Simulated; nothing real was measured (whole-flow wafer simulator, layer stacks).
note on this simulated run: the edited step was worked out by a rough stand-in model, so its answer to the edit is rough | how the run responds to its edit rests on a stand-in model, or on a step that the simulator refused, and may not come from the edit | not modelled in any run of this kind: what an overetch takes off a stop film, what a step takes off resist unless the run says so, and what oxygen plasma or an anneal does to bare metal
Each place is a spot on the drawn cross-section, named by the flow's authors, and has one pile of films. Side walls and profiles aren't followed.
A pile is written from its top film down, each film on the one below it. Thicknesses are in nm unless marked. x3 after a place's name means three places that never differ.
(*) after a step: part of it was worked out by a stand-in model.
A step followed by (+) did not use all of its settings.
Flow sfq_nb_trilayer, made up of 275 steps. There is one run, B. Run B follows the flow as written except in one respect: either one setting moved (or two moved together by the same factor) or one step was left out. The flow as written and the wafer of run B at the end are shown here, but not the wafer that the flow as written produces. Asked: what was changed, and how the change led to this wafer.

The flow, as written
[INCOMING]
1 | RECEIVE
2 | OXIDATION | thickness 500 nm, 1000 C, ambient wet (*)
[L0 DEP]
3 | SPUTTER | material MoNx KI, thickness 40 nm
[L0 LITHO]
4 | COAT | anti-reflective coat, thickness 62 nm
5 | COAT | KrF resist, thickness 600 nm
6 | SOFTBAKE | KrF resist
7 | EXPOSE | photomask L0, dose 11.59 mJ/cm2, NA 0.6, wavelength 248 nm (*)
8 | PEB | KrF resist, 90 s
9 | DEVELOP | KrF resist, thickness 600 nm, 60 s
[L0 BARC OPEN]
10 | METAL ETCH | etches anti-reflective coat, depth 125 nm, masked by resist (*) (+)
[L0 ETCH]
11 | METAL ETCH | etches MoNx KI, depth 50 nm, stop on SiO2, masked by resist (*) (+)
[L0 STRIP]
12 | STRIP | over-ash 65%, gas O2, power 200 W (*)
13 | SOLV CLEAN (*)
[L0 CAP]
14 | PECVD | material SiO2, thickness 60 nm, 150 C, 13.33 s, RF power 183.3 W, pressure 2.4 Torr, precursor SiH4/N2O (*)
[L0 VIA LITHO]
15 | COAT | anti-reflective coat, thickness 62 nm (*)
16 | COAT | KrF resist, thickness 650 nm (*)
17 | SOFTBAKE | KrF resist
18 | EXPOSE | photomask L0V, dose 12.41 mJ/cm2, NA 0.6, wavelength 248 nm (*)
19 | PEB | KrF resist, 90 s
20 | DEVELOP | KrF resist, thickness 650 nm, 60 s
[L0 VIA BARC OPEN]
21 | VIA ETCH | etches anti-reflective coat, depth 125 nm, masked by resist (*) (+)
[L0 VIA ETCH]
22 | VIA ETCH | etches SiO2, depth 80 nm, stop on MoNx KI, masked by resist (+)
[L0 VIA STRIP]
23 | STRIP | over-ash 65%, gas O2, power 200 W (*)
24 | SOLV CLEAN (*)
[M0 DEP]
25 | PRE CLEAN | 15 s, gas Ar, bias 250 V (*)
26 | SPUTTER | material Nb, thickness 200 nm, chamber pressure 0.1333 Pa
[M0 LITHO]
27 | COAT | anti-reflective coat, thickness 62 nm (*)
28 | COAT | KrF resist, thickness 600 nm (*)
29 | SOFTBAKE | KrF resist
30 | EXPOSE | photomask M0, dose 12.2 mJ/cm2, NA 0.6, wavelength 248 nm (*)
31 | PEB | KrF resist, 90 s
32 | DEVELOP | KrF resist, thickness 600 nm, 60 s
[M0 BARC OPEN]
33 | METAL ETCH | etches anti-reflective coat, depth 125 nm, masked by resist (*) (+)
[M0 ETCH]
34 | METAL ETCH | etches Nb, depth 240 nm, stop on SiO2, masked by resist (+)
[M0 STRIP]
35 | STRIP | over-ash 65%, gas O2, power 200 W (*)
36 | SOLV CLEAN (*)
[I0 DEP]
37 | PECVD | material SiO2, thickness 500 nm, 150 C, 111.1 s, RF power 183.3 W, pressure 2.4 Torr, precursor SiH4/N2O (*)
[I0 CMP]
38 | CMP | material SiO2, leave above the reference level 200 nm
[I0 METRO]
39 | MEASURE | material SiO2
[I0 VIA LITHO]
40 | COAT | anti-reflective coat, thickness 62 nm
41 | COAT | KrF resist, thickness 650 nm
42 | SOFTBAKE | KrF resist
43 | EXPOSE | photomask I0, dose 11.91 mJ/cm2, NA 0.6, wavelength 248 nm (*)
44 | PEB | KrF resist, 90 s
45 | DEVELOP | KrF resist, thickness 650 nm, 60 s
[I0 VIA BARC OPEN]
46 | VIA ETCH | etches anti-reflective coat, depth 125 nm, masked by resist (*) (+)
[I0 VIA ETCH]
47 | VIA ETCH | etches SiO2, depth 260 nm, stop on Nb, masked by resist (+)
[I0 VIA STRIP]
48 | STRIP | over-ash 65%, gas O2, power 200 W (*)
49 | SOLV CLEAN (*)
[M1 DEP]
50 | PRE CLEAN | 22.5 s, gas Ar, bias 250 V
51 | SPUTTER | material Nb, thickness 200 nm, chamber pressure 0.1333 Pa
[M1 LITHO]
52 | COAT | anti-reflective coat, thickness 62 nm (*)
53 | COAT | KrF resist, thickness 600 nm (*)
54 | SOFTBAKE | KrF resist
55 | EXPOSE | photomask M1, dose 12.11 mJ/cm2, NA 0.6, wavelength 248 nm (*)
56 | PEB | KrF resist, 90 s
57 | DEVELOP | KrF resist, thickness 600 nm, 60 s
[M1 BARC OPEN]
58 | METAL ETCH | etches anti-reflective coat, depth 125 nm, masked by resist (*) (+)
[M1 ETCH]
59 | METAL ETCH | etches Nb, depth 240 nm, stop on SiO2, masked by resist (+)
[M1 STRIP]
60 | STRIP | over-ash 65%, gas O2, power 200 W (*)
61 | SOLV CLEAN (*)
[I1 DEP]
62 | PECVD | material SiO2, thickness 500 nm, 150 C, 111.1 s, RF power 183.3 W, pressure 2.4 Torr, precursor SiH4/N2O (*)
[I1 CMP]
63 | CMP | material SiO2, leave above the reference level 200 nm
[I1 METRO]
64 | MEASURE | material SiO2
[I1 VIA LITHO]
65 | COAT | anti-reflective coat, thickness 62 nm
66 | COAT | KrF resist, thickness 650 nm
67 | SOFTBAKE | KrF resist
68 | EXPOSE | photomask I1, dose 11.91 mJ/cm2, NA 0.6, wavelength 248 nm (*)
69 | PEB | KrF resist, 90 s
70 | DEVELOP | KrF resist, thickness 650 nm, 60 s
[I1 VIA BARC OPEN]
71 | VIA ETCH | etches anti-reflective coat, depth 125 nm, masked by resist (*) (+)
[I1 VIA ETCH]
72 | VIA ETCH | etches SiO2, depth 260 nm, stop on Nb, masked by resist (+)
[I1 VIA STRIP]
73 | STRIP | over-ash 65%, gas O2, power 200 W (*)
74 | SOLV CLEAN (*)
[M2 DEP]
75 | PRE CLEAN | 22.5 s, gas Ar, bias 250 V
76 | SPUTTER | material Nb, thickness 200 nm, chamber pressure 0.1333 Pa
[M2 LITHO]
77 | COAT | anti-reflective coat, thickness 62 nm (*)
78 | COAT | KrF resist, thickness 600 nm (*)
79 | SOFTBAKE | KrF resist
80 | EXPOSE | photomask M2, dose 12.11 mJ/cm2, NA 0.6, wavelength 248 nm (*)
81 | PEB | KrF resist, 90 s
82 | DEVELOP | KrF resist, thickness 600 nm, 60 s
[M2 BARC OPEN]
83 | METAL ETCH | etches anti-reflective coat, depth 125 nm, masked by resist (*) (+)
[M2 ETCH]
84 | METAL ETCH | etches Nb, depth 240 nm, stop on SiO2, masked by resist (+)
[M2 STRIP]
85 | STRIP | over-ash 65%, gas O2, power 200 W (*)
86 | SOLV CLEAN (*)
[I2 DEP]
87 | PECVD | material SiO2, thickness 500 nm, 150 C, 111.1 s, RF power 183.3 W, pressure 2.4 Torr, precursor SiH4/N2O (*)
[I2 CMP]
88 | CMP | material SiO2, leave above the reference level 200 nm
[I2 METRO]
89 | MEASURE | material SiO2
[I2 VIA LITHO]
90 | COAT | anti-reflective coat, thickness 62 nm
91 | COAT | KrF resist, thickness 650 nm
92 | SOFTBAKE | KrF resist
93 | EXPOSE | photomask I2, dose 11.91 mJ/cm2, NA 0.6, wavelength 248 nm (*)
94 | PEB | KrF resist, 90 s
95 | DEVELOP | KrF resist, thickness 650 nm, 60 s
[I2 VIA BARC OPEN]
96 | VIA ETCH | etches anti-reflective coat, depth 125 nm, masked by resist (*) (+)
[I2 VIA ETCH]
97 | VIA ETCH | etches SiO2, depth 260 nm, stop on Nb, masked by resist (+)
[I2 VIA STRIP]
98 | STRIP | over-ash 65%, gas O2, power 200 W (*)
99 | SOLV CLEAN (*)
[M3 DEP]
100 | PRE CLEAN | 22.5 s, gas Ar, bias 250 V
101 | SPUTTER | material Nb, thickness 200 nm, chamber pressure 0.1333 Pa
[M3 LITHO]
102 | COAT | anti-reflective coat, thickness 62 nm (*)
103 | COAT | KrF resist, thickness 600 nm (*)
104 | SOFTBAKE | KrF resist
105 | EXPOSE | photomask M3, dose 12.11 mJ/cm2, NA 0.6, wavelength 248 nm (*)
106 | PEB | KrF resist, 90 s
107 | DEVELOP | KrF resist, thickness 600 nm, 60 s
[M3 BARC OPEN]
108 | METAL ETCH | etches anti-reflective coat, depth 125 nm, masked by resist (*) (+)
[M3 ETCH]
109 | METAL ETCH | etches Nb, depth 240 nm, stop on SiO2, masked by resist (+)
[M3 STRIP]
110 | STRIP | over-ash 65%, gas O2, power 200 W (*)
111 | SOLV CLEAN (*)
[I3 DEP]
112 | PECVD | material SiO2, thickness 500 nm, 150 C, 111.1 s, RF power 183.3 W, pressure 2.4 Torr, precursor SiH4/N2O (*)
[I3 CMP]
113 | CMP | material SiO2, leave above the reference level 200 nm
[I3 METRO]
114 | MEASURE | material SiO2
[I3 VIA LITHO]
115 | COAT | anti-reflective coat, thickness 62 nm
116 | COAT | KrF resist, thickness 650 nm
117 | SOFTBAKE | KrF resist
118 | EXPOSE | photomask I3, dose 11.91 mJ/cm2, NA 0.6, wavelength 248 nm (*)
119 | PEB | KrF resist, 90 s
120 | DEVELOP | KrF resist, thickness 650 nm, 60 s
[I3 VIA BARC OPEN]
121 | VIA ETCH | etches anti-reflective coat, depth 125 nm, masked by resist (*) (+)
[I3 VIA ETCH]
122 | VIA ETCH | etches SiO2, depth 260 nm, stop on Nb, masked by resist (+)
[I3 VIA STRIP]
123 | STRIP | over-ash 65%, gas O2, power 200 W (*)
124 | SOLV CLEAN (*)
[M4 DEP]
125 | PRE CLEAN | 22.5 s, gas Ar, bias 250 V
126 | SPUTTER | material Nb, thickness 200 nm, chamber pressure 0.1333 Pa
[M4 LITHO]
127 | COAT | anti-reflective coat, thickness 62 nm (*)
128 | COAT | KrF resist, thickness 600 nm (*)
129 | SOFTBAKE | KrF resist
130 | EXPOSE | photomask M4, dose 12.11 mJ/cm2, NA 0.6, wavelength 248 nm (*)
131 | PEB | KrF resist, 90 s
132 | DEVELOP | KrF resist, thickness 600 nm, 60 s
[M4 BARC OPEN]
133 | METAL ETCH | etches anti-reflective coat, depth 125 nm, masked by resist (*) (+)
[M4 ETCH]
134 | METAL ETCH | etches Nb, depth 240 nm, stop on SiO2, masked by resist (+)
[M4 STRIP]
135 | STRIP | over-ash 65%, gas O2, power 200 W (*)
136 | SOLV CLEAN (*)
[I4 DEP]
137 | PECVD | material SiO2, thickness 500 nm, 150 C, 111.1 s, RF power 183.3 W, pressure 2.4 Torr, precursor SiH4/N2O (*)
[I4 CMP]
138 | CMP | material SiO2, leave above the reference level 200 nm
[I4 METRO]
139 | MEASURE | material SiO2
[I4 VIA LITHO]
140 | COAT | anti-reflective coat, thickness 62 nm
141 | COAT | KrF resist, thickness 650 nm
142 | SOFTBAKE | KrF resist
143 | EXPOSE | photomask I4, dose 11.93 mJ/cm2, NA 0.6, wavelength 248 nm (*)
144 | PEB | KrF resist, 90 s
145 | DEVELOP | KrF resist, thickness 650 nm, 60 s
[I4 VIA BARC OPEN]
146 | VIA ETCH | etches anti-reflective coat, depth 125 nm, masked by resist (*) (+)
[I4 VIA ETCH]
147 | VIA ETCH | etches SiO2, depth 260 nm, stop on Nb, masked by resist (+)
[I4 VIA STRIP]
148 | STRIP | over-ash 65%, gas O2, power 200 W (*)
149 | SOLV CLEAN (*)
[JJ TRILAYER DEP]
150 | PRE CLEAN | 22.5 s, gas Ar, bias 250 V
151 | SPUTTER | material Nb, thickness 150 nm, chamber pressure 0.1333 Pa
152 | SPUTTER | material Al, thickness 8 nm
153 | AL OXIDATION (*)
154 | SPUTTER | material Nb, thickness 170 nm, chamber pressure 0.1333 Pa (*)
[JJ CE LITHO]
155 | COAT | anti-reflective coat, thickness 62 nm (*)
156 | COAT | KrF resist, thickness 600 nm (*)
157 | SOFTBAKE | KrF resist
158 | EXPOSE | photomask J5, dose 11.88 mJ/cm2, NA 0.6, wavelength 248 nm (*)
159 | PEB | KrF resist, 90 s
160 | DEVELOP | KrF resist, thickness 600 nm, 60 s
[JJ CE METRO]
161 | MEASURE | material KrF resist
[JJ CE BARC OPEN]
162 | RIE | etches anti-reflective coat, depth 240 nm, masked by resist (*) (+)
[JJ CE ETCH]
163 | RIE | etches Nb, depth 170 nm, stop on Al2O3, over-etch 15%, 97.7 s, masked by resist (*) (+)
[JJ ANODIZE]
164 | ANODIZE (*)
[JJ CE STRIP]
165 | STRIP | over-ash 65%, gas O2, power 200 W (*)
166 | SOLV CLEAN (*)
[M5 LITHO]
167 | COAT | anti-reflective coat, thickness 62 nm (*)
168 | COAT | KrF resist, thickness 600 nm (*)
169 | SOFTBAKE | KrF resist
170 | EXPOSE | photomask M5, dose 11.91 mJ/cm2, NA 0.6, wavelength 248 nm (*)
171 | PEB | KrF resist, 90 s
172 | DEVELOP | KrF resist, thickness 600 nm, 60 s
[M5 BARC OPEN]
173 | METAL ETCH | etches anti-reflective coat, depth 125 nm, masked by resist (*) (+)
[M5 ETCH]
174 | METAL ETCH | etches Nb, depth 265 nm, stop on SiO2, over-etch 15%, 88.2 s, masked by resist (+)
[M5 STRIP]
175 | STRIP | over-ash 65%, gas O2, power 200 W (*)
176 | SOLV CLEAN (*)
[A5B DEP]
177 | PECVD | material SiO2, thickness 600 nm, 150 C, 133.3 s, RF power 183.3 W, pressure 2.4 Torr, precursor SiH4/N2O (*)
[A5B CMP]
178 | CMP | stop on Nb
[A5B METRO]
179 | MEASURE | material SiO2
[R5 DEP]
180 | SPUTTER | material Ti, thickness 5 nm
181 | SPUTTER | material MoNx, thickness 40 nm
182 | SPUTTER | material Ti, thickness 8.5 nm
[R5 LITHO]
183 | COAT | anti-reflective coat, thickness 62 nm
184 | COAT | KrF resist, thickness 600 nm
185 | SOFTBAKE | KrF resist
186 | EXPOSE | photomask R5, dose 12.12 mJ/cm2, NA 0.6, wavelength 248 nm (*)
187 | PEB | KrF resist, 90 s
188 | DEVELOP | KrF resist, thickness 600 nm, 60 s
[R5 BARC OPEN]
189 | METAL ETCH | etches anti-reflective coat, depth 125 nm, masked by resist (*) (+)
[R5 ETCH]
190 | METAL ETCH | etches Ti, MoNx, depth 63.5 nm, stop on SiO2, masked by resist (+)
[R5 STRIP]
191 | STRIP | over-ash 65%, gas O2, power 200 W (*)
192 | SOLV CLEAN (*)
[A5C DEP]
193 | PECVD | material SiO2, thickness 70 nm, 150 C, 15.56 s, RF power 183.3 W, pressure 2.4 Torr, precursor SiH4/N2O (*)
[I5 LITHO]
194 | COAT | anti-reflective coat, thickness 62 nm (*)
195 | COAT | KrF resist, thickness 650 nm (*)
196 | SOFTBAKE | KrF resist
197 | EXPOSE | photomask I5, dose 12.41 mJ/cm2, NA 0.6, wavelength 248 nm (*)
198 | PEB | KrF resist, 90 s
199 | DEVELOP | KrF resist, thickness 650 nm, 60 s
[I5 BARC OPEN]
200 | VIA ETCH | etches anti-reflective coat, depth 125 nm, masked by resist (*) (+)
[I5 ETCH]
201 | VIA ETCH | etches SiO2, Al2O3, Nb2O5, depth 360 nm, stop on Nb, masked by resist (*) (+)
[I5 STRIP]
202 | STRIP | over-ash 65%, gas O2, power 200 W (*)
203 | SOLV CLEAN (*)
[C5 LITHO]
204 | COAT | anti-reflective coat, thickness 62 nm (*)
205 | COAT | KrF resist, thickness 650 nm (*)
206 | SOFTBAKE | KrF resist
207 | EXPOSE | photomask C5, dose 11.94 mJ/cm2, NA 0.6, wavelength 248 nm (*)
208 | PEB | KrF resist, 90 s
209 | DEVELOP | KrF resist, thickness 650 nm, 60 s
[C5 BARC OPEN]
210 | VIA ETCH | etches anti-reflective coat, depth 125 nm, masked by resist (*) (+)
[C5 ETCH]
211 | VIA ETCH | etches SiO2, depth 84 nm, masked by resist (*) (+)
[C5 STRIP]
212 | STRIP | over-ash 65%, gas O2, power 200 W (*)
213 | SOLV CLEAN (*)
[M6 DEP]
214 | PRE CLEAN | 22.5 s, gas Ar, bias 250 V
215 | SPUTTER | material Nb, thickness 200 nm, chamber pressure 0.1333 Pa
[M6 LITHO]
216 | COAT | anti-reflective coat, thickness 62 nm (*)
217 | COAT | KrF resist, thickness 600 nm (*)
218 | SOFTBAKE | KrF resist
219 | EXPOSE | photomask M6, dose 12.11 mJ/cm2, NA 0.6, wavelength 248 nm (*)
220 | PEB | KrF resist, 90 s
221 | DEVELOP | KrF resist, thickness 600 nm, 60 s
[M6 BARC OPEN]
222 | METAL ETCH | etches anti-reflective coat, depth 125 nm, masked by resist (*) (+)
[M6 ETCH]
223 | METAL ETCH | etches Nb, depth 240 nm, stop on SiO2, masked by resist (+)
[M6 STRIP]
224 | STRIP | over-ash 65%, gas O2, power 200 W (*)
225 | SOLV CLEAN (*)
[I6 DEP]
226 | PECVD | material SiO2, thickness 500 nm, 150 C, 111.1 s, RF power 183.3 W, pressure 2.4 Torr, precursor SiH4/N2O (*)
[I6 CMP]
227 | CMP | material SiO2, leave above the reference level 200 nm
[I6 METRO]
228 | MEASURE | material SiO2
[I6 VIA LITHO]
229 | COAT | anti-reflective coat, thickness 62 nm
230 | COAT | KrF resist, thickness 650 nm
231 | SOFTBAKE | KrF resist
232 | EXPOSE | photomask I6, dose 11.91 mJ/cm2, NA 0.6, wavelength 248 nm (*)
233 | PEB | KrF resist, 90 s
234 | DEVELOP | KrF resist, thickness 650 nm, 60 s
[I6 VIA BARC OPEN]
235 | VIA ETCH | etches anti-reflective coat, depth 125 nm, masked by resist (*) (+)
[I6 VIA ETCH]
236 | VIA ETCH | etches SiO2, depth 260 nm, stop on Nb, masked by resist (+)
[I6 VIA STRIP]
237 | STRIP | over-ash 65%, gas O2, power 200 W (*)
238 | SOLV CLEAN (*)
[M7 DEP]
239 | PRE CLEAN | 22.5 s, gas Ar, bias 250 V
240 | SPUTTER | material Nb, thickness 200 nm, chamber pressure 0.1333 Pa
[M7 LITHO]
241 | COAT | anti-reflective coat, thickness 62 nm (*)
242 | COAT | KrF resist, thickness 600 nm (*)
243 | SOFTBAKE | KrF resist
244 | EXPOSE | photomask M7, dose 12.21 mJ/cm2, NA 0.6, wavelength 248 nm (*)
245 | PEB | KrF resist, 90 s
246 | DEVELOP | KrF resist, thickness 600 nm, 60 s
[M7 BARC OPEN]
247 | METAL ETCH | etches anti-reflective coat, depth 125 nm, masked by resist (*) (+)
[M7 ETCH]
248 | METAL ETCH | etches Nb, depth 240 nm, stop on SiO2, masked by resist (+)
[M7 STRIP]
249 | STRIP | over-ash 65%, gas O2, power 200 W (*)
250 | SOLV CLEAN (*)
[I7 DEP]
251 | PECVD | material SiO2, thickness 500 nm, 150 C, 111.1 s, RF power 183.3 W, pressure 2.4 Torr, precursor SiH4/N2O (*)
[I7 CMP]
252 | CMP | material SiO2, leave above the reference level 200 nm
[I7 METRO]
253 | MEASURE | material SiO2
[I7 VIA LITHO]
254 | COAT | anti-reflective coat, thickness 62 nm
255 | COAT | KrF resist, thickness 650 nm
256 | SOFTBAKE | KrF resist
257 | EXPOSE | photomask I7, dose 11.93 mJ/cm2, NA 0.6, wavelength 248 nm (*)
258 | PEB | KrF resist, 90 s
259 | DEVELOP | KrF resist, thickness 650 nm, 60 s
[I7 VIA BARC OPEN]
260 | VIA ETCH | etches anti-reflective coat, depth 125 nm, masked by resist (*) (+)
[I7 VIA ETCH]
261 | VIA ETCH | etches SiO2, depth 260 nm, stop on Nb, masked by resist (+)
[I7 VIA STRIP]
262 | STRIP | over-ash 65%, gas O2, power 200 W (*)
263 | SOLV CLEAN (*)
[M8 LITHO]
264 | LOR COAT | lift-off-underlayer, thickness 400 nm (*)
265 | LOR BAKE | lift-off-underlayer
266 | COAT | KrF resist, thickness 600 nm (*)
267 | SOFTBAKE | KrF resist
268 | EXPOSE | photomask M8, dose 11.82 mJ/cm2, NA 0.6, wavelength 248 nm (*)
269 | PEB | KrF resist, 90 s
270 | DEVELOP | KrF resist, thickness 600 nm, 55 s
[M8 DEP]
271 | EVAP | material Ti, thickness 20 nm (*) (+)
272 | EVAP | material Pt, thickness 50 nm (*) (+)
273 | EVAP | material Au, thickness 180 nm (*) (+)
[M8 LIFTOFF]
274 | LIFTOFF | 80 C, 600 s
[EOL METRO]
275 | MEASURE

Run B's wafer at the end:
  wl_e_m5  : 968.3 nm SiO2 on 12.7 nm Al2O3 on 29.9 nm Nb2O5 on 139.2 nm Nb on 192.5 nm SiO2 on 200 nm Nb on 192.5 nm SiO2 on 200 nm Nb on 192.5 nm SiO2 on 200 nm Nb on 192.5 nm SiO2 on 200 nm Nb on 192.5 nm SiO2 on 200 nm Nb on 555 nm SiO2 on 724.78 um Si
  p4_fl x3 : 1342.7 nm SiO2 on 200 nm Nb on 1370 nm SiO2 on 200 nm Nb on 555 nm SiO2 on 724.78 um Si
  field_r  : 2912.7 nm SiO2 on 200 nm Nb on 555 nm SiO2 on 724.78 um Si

What caused this: step 193, PECVD: thickness 36.8 nm was run, whereas the flow has thickness 70 nm; step 193, PECVD: 8.167 s was run, where the flow has 15.56 s.

The path from the change to this, step by step:
  193 | PECVD | material SiO2, thickness 70 nm, 150 C, 15.56 s, RF power 183.3 W, pressure 2.4 Torr, precursor SiH4/N2O (*)
      field_l, v_sur, via_wl and 92 more: SiO2 gains 36.8 (it would be, as written: SiO2 gains 70)
      ce_l, c5j, ce_r and 8 more: SiO2 gains 36.8 (new film) (it would be, as written: SiO2 gains 70 (new film))
  201 | VIA ETCH | etches SiO2, Al2O3, Nb2O5, depth 360 nm, stop on Nb, masked by resist (*) (+)
      be: SiO2 loses 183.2 (all of it), Al2O3 loses 12.7 (all of it), Nb2O5 loses 29.9 (all of it) (it would be, as written: SiO2 loses 216.4 (all of it), Al2O3 loses 12.7 (all of it), Nb2O5 loses 29.9 (all of it))
  204 | COAT | anti-reflective coat, thickness 62 nm (*)
      wire: anti-reflective coat gains 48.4 (new film) (it would be, as written: anti-reflective coat gains 47.4 (new film))
      be: anti-reflective coat gains 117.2 (new film) (it would be, as written: anti-reflective coat gains 122.2 (new film))
      (as well as at 1 more place)
  205 | COAT | KrF resist, thickness 650 nm (*)
      be: KrF resist gains 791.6 (new film) (it would be, as written: KrF resist gains 815.3 (new film))
  211 | VIA ETCH | etches SiO2, depth 84 nm, masked by resist (*) (+)
      field_l, v_sur, via_wl and 101 more: KrF resist loses 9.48 (it would be, as written: KrF resist loses 14.5)
      c5j: SiO2 loses 36.7 (all of it), Nb loses 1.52 (it would be, as written: SiO2 loses 69.9 (all of it), Nb loses 1.18)
      (as well as at 1 more place)
  212 | STRIP | over-ash 65%, gas O2, power 200 W (*)
      wire: KrF resist loses 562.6 (all of it), anti-reflective coat loses 48.4 (all of it) (it would be, as written: KrF resist loses 555.8 (all of it), anti-reflective coat loses 47.4 (all of it))
      be: KrF resist loses 709.4 (all of it), anti-reflective coat loses 117.2 (all of it) (it would be, as written: KrF resist loses 728.2 (all of it), anti-reflective coat loses 122.2 (all of it))
      (as well as at 1 more place)
  215 | SPUTTER | material Nb, thickness 200 nm, chamber pressure 0.1333 Pa
      be: Nb gains 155 (it would be, as written: Nb gains 147.3)
      c5j: Nb gains 196.8 (it would be, as written: Nb gains 188.4)
      (as well as at 1 more place)
  216 | COAT | anti-reflective coat, thickness 62 nm (*)
      wire: anti-reflective coat gains 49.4 (new film) (it would be, as written: anti-reflective coat gains 48.3 (new film))
      be: anti-reflective coat gains 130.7 (new film) (it would be, as written: anti-reflective coat gains 136.7 (new film))
      (as well as at 9 more places)
  217 | COAT | KrF resist, thickness 600 nm (*)
      be: KrF resist gains 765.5 (new film) (it would be, as written: KrF resist gains 793.9 (new film))
      c5j: KrF resist gains 622.3 (new film) (it would be, as written: KrF resist gains 636 (new film))
      (as well as at 1 more place)
  224 | STRIP | over-ash 65%, gas O2, power 200 W (*)
      wire: KrF resist loses 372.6 (all of it), anti-reflective coat loses 49.4 (all of it) (it would be, as written: KrF resist loses 369.8 (all of it), anti-reflective coat loses 48.3 (all of it))
      be: KrF resist loses 547.4 (all of it), anti-reflective coat loses 130.7 (all of it) (it would be, as written: KrF resist loses 575.8 (all of it), anti-reflective coat loses 136.7 (all of it))
      (as well as at 9 more places)
  226 | PECVD | material SiO2, thickness 500 nm, 150 C, 111.1 s, RF power 183.3 W, pressure 2.4 Torr, precursor SiH4/N2O (*)
      be: SiO2 gains 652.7 (new film) (it would be, as written: SiO2 gains 693.5 (new film))
      c5j: SiO2 gains 500 (new film) (it would be, as written: SiO2 gains 514.7 (new film))
  227 | CMP | material SiO2, leave above the reference level 200 nm
      c5j: SiO2 loses 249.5 (it would be, as written: SiO2 loses 223)
      res: SiO2 loses 319.7 (it would be, as written: SiO2 loses 279.4)
